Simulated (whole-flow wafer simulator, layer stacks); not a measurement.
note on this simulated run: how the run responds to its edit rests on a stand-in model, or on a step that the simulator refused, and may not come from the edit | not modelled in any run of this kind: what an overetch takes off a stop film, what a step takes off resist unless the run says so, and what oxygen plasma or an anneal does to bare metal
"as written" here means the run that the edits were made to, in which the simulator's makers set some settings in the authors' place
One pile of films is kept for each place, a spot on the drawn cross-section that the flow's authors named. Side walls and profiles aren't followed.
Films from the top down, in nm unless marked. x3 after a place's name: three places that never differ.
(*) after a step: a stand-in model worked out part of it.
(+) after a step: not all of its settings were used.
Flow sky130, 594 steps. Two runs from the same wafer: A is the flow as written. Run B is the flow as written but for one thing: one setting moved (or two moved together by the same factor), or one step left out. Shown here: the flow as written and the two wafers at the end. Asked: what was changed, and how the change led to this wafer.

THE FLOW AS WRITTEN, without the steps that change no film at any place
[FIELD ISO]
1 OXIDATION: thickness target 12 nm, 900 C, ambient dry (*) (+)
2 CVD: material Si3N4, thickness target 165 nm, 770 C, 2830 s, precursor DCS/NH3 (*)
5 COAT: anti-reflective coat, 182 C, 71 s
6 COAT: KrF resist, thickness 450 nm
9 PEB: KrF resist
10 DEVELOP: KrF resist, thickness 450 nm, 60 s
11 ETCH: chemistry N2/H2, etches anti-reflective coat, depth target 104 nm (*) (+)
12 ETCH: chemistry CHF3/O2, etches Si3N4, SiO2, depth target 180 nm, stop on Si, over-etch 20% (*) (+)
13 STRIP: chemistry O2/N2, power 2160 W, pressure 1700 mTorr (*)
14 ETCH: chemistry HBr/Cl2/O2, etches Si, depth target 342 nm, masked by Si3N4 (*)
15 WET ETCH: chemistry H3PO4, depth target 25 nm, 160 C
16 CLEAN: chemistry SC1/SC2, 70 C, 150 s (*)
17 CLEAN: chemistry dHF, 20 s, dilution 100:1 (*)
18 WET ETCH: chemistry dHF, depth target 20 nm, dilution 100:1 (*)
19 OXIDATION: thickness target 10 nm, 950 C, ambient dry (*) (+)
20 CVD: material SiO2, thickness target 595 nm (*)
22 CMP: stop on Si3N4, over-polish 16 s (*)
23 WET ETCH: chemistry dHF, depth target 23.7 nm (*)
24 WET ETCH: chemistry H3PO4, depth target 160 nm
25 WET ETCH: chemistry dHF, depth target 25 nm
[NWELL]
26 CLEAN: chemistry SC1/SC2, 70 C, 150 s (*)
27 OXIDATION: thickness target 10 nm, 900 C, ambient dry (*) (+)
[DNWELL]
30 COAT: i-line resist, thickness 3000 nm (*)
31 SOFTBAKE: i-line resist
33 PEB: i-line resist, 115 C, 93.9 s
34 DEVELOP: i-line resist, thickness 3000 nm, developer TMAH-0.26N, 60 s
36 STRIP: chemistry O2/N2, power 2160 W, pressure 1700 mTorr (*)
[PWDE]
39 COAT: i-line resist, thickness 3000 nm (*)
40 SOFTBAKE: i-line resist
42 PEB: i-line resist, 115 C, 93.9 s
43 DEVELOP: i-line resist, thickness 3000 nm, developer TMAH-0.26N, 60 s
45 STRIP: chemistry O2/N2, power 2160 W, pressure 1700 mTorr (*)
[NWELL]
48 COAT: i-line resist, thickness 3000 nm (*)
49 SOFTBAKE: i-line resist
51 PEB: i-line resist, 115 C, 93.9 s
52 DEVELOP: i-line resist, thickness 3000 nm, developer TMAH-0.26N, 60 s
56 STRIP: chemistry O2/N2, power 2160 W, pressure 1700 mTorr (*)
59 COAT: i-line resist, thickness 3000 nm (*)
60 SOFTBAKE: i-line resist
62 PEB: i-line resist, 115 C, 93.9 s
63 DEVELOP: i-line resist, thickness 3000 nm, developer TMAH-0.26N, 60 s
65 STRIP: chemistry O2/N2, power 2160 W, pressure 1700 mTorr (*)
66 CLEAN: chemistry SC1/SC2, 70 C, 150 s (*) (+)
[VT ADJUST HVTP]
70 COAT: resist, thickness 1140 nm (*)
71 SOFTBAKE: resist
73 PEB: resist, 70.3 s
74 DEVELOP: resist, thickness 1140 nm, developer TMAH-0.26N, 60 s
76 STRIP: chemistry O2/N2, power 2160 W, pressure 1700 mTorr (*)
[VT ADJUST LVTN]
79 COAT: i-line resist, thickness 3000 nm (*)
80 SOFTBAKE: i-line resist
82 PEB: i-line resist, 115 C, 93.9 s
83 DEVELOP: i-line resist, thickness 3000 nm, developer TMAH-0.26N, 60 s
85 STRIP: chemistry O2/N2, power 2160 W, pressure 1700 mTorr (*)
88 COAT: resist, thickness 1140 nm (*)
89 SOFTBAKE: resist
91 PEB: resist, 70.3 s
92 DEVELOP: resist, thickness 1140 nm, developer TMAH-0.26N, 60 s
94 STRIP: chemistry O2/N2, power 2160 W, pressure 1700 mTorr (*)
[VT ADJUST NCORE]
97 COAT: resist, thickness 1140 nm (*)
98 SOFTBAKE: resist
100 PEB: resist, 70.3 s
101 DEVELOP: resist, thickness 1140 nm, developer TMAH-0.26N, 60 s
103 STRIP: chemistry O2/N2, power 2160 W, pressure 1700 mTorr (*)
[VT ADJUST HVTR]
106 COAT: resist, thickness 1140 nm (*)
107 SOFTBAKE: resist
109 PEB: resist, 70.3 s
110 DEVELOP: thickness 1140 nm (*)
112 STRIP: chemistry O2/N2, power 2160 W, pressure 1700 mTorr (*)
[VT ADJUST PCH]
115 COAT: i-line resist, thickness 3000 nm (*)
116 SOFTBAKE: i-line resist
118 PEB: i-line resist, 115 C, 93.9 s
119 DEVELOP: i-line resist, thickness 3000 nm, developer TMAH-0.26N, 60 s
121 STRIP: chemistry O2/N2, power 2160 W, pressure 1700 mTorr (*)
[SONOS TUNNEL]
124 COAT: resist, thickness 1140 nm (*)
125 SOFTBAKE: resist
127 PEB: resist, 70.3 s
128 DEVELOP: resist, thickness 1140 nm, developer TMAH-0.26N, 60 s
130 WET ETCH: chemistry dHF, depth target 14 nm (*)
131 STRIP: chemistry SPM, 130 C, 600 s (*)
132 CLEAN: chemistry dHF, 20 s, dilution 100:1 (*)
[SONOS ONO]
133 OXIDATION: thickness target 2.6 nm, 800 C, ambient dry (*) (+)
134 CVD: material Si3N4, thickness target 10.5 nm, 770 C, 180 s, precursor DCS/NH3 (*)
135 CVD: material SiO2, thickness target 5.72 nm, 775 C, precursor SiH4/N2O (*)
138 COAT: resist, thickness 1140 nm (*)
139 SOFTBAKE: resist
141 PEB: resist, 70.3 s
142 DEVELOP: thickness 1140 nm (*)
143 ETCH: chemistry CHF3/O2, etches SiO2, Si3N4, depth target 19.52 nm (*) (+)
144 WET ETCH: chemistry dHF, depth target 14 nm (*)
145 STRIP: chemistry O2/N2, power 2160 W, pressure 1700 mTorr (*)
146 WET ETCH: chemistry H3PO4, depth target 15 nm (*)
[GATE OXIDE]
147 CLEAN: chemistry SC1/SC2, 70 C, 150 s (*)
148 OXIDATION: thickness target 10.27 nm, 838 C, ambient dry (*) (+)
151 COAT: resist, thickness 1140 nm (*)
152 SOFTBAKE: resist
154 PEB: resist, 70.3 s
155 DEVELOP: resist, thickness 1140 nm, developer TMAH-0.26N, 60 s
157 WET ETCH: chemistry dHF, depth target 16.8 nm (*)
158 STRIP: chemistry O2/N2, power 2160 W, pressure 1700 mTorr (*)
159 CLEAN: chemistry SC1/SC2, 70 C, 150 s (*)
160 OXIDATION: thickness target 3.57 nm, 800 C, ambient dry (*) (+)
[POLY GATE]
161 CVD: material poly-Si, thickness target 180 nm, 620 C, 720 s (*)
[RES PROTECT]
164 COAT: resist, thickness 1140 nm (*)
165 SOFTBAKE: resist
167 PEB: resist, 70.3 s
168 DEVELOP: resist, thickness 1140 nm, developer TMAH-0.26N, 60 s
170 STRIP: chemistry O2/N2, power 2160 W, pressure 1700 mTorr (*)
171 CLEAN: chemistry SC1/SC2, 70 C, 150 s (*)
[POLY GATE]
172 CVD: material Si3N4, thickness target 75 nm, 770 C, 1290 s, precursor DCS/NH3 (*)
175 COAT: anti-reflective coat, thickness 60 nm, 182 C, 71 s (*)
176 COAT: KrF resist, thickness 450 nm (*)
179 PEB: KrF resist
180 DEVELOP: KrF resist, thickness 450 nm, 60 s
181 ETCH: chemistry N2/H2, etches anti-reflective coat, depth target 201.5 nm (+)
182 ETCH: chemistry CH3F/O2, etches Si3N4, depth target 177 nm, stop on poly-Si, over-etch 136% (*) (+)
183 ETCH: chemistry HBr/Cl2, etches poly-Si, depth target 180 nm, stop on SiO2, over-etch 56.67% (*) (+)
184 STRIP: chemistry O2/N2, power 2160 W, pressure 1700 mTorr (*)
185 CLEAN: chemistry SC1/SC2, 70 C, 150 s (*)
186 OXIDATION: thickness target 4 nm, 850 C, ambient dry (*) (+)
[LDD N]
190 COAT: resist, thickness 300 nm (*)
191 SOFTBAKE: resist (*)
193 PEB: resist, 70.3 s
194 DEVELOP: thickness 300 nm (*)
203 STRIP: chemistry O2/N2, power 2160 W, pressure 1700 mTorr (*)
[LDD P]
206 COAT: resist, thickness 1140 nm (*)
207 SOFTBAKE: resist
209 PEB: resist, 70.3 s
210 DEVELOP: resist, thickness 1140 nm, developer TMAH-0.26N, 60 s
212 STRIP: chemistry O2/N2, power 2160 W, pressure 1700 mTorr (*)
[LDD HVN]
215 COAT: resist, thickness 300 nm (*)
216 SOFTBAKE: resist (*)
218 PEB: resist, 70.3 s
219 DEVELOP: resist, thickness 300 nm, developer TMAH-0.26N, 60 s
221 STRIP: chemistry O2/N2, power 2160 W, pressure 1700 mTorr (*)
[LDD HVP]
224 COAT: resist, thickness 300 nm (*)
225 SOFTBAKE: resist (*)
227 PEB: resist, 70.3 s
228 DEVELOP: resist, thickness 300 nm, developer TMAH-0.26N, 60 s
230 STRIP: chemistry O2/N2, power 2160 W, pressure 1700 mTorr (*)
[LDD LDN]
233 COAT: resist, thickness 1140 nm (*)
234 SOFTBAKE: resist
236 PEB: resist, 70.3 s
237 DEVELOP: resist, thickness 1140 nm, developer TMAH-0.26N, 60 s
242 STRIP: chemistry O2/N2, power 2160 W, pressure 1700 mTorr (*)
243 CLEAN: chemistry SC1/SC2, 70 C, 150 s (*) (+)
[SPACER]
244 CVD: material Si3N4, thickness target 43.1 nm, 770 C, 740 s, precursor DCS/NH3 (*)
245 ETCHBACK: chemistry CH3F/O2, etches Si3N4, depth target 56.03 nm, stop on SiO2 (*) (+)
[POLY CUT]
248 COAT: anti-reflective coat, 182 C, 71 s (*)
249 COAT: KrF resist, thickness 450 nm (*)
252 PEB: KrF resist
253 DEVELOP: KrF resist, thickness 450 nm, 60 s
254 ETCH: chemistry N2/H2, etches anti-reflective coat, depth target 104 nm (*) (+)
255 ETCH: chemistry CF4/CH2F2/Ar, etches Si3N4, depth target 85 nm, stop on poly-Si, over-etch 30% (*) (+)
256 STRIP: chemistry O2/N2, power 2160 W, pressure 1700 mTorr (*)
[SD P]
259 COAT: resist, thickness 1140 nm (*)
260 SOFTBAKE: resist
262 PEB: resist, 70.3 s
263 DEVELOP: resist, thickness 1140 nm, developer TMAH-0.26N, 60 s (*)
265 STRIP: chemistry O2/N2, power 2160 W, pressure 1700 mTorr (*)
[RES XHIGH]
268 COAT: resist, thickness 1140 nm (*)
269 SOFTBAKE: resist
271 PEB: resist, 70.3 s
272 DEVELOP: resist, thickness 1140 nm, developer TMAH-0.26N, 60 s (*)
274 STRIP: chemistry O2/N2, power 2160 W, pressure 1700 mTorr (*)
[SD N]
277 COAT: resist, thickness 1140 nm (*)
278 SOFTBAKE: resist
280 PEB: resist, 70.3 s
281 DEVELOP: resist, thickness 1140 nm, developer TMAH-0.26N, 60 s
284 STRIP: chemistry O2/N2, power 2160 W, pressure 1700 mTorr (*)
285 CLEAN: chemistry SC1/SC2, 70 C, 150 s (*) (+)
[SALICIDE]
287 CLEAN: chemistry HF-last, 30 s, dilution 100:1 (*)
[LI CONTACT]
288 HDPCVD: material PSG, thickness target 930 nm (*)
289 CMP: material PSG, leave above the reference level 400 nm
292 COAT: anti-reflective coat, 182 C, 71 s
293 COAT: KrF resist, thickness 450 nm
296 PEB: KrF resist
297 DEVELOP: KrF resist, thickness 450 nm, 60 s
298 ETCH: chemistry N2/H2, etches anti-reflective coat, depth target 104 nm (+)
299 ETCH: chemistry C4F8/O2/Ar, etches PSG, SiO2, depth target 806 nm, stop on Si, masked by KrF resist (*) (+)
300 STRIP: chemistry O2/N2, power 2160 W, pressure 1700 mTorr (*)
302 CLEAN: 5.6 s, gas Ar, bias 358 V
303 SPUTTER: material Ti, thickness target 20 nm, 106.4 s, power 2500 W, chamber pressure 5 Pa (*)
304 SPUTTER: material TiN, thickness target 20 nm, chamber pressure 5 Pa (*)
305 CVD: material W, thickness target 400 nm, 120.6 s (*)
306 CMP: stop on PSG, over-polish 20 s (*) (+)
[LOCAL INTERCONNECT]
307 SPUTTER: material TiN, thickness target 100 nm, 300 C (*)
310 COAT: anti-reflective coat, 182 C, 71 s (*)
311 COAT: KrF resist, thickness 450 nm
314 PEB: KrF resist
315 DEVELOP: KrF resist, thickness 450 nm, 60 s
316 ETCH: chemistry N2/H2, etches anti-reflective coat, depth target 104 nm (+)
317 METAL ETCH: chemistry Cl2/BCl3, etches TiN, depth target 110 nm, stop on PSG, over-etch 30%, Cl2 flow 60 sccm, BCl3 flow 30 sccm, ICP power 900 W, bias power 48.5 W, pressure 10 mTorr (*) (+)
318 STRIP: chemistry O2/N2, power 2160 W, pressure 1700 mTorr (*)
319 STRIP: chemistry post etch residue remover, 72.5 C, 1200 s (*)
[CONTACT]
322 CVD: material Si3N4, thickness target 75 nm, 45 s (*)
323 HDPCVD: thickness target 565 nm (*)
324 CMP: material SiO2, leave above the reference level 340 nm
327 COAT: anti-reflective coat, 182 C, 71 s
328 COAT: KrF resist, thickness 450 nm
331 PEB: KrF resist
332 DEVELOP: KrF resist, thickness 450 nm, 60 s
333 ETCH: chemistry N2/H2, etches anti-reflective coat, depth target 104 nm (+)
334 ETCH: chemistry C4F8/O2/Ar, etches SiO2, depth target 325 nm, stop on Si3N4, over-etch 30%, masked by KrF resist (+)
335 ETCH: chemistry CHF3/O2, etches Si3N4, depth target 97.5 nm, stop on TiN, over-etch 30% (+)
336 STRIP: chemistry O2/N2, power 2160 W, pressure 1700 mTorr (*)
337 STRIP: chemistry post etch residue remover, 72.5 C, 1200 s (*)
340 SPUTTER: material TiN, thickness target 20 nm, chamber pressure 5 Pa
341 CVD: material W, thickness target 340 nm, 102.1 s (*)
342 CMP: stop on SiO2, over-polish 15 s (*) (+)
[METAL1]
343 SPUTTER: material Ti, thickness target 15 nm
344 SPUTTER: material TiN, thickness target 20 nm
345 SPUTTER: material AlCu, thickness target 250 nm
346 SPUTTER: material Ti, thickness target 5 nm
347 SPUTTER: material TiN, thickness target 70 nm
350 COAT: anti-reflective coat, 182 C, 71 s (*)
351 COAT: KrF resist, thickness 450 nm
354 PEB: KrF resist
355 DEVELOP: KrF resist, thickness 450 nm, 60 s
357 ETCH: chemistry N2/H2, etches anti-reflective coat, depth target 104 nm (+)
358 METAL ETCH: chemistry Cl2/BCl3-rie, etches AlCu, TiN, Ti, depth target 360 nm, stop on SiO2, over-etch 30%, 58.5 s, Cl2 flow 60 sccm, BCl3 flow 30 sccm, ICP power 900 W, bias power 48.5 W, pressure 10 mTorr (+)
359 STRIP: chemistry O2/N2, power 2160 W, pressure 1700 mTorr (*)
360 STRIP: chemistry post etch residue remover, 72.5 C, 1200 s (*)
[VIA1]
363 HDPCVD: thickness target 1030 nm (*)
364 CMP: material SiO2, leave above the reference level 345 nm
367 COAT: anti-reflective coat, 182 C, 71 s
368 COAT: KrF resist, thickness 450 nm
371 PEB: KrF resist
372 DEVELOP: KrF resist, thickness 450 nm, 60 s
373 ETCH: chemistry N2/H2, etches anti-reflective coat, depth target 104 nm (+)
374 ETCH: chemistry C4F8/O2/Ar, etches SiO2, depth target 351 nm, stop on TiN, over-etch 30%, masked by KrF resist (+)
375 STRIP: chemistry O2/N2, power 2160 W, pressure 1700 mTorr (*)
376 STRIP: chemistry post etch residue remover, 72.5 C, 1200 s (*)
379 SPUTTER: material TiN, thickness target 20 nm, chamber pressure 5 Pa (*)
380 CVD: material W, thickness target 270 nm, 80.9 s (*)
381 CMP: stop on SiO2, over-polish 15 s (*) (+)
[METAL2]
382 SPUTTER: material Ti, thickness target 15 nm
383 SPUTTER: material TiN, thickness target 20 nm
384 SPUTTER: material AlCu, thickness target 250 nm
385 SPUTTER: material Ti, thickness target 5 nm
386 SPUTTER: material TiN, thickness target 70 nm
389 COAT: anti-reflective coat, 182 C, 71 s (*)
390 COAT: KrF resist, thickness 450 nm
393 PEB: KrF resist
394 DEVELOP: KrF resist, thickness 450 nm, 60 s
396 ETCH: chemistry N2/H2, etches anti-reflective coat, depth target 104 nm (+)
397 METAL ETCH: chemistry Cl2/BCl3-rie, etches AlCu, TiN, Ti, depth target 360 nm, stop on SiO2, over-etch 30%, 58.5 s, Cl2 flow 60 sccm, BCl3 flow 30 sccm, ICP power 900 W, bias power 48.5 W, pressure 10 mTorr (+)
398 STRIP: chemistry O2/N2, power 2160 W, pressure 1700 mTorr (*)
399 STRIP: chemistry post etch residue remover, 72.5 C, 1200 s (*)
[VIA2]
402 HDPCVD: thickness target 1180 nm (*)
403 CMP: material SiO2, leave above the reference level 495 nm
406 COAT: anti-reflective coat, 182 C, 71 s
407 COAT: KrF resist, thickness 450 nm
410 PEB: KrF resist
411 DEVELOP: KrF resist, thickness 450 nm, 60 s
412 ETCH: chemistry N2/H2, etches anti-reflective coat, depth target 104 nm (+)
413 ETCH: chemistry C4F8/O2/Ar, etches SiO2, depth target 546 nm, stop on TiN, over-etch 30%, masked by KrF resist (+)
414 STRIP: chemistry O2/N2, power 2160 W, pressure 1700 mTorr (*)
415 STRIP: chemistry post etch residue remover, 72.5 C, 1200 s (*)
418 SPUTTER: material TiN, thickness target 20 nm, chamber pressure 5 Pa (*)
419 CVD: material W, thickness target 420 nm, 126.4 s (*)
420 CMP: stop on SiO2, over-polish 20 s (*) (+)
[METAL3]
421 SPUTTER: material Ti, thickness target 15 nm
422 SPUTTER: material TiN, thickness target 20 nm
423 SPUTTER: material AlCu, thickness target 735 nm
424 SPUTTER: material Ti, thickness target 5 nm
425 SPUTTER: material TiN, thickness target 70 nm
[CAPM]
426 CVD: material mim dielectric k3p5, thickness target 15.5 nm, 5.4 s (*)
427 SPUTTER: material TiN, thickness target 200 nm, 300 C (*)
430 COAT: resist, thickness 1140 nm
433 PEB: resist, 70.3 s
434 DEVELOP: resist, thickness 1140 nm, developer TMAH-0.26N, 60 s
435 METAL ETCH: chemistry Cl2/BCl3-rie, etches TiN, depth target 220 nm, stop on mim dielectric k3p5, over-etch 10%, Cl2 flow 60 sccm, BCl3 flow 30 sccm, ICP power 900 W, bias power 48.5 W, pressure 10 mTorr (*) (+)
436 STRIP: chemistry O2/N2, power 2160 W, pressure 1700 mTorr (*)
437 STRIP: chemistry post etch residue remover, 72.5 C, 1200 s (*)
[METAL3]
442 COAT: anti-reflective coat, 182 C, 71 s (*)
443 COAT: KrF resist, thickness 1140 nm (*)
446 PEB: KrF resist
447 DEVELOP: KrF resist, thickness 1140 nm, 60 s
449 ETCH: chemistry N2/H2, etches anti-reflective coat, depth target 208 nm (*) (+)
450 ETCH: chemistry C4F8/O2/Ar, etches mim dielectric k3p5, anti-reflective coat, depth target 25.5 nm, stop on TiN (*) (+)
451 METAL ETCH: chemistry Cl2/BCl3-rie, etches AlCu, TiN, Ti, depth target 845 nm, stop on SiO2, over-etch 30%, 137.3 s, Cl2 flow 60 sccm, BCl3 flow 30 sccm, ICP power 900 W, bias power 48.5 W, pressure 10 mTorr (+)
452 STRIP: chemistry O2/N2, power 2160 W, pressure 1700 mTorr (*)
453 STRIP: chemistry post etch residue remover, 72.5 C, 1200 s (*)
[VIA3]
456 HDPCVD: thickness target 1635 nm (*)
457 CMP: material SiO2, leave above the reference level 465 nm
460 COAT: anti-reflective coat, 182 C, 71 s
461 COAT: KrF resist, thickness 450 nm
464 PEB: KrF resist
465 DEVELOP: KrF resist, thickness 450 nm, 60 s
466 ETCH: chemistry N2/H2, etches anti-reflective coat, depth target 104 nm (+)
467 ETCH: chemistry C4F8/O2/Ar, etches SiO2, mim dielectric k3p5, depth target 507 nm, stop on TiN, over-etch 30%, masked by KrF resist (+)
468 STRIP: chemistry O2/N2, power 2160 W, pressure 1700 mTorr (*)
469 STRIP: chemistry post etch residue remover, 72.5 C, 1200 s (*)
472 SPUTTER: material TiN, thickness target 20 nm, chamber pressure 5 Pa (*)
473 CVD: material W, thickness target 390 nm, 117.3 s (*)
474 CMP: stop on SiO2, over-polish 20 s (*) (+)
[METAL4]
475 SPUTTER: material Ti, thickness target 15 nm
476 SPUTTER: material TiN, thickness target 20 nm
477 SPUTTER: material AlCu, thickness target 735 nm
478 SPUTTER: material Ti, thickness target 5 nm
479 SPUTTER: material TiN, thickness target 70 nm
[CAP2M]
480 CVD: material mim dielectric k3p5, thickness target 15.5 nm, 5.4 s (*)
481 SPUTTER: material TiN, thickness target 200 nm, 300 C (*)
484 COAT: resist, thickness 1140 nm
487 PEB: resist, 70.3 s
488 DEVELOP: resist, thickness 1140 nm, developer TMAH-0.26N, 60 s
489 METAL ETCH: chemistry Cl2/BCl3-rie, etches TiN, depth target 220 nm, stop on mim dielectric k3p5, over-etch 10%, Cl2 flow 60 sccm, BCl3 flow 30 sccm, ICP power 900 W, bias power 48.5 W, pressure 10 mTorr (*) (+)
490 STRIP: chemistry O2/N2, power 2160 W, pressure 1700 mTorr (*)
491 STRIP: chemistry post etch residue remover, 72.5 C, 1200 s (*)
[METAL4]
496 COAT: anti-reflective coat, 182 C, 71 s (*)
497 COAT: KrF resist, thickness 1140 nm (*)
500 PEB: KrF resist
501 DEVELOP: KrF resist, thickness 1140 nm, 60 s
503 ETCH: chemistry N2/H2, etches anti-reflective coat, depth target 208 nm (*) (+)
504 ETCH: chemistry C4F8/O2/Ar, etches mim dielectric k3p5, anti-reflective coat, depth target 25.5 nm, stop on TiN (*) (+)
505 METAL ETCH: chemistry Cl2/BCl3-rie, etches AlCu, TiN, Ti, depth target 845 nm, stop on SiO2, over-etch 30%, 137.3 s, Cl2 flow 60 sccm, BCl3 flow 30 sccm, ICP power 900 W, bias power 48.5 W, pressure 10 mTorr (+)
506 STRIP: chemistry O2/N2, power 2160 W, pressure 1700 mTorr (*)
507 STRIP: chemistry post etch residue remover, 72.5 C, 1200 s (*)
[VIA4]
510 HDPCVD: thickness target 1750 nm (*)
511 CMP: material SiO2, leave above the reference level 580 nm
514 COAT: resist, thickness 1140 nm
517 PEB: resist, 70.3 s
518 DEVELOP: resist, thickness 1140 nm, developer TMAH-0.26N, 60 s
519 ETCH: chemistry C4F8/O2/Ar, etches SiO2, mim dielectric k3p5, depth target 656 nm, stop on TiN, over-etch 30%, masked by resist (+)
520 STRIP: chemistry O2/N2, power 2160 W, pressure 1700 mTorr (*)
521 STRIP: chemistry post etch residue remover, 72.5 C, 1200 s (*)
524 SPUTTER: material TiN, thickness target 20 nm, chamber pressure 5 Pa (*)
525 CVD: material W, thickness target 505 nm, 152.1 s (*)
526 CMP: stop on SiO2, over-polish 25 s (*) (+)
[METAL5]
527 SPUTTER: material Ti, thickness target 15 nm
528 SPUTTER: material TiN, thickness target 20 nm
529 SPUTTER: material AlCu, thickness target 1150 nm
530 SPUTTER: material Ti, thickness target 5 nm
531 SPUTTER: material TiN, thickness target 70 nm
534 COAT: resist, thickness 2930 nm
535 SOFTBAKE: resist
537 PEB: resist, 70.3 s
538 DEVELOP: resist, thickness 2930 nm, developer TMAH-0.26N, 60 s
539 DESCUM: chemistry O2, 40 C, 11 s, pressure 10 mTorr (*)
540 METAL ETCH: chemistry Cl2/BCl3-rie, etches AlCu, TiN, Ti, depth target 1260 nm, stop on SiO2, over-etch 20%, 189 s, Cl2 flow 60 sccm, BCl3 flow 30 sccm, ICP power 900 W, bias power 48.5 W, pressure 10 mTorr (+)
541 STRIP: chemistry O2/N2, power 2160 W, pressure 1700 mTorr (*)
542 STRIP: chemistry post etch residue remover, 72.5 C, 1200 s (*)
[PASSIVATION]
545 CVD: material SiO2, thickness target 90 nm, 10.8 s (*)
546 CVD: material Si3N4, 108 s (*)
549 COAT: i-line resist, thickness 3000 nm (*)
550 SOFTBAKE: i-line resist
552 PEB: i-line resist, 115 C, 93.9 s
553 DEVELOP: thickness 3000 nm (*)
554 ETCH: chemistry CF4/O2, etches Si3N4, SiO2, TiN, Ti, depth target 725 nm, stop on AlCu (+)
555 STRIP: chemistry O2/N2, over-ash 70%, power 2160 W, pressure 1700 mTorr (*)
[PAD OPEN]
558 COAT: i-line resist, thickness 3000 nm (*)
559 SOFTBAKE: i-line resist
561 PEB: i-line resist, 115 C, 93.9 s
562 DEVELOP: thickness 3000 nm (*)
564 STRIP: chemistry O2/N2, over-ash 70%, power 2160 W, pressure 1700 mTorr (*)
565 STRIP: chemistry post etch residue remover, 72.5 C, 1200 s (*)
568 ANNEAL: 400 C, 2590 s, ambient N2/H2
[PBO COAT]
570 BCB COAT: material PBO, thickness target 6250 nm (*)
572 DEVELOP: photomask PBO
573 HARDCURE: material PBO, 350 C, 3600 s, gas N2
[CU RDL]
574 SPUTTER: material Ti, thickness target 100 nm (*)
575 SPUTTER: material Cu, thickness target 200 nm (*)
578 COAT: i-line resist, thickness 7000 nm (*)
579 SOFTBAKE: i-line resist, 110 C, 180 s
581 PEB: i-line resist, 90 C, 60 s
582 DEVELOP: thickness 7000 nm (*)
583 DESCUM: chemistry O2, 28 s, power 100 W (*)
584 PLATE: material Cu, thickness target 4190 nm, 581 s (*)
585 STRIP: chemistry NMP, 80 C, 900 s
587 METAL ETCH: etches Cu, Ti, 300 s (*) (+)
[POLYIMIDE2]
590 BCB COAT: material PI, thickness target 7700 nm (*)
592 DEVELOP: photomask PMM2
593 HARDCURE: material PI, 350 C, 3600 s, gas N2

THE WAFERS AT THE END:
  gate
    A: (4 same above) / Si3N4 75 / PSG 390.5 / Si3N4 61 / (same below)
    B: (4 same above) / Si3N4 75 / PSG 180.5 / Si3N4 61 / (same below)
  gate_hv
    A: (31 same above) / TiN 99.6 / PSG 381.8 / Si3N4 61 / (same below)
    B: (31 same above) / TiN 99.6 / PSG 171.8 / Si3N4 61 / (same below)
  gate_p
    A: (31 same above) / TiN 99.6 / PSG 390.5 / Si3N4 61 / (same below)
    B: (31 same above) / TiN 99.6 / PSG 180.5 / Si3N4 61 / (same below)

The cause: step 289, CMP: leave above the reference level 190 nm was run, where the flow has leave above the reference level 400 nm.

How the change led to this, step by step:
  289 CMP: material PSG, leave above the reference level 400 nm
      gate, spacer, gate_p and 34 more: A PSG -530 | B PSG -740
      mim, vpp_sp, vpp_ln and 30 more: A PSG -333.9 | B PSG -543.9
      (and at 122 more places)
  299 ETCH: chemistry C4F8/O2/Ar, etches PSG, SiO2, depth target 806 nm, stop on Si, masked by KrF resist (*) (+)
      field, active, n_well and 184 more: A KrF resist -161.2 | B KrF resist -130.4
      contact, ndiff_licon, ndiff_licon_cpp: A PSG -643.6 (all of it), SiO2 -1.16 (all of it) | B PSG -433.6 (all of it), SiO2 -1.16 (all of it)
      (and at 2 more places)
  300 STRIP: chemistry O2/N2, power 2160 W, pressure 1700 mTorr (*)
      field, active, n_well and 184 more: A KrF resist -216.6 (all of it), anti-reflective coat -80 (all of it) | B KrF resist -247.4 (all of it), anti-reflective coat -80 (all of it)
  303 SPUTTER: material Ti, thickness target 20 nm, 106.4 s, power 2500 W, chamber pressure 5 Pa (*)
      ndiff_licon: A Ti +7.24 (new film) | B Ti +10.1 (new film)
      ndiff_licon_cpp: A Ti +6.53 (new film) | B Ti +9.07 (new film)
      (and at 1 more place)
  304 SPUTTER: material TiN, thickness target 20 nm, chamber pressure 5 Pa (*)
      ndiff_licon: A TiN +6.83 (new film) | B TiN +9.63 (new film)
      ndiff_licon_cpp: A TiN +6.17 (new film) | B TiN +8.71 (new film)
      (and at 1 more place)
  305 CVD: material W, thickness target 400 nm, 120.6 s (*)
      ndiff_licon: A W +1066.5 (new film) | B W +850.9 (new film)
      ndiff_licon_cpp: A W +1067.9 (new film) | B W +852.8 (new film)
      (and at 1 more place)
  306 CMP: stop on PSG, over-polish 20 s (*) (+)
      poly_licon: A W -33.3 | B W -243.3
